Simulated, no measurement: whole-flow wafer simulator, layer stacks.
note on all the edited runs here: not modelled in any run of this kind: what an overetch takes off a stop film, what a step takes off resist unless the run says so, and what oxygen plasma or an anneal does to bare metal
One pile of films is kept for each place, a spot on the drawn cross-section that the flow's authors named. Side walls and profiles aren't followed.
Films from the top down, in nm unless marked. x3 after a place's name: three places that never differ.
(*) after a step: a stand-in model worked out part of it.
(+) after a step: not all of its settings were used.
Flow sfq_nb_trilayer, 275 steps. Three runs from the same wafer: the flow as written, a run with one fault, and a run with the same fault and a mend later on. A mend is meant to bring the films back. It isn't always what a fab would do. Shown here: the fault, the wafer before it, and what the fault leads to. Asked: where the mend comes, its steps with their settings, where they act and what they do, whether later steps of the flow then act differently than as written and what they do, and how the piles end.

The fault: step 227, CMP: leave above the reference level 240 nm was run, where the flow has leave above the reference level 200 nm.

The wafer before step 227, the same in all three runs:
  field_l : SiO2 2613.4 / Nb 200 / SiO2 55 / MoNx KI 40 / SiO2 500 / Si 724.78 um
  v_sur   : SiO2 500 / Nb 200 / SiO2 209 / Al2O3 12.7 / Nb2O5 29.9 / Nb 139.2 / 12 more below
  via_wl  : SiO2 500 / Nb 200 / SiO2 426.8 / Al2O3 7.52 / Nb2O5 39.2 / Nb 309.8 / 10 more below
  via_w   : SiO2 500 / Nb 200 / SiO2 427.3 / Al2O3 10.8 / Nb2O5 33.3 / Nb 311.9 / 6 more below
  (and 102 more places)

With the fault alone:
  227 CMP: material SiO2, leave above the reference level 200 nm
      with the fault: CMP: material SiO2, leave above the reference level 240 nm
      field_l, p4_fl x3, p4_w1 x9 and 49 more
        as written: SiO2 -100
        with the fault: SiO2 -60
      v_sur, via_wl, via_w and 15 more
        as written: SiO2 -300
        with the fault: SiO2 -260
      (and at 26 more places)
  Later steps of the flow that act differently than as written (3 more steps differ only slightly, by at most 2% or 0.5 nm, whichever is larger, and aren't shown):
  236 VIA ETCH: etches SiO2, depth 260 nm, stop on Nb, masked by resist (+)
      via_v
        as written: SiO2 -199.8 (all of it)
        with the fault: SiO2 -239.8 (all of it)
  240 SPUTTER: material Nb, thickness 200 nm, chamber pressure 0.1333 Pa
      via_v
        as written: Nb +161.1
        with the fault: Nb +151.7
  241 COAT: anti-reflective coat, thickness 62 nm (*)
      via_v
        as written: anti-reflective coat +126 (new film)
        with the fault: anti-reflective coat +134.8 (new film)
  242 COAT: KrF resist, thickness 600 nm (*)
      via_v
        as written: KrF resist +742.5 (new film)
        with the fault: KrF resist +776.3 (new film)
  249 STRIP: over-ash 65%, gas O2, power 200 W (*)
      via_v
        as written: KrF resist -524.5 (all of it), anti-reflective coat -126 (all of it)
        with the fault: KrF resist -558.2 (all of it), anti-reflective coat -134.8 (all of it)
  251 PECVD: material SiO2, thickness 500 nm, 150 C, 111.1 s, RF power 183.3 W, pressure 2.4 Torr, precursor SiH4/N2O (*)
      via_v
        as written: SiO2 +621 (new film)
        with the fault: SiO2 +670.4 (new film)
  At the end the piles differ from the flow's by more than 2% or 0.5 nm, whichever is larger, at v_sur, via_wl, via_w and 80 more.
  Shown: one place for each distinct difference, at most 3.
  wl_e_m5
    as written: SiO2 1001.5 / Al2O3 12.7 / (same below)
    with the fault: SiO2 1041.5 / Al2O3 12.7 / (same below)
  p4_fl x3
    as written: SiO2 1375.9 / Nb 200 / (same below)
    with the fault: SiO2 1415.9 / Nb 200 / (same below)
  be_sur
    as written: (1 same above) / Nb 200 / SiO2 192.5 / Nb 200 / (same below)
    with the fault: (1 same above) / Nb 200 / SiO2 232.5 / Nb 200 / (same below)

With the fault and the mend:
  The mend comes after step 234.
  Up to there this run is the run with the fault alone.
  234a STRIP: over-ash 65%, gas O2, power 200 W (*)
      field_l, v_sur, via_wl and 102 more
        KrF resist -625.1 (all of it), anti-reflective coat -62 (all of it)
      via_v
        anti-reflective coat -62 (all of it)
  234b CMP: material SiO2, leave above the reference level 200 nm (the flow's step 227 once more)
      field_l, v_sur, via_wl and 103 more
        SiO2 -40
  234c COAT: anti-reflective coat, thickness 62 nm (the flow's step 229 once more)
      field_l, v_sur, via_wl and 103 more
        anti-reflective coat +62 (new film)
  234d COAT: KrF resist, thickness 650 nm (the flow's step 230 once more)
      field_l, v_sur, via_wl and 103 more
        KrF resist +650 (new film)
  234e SOFTBAKE: KrF resist (the flow's step 231 once more)
      changes no film at any place that is followed
  234f EXPOSE: photomask I6, dose 11.91 mJ/cm2, NA 0.6, wavelength 248 nm (*) (the flow's step 232 once more)
      changes no film at any place that is followed
  234g PEB: KrF resist, 90 s (the flow's step 233 once more)
      field_l, v_sur, via_wl and 103 more
        KrF resist -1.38
  234h DEVELOP: KrF resist, thickness 650 nm, 60 s (the flow's step 234 once more)
      field_l, v_sur, via_wl and 102 more
        KrF resist -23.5
      via_v
        KrF resist -648.6 (all of it)
  No later step of the flow acts differently than as written at any place that is followed.
  At the end the piles are the same as the flow's at every place that both follow.
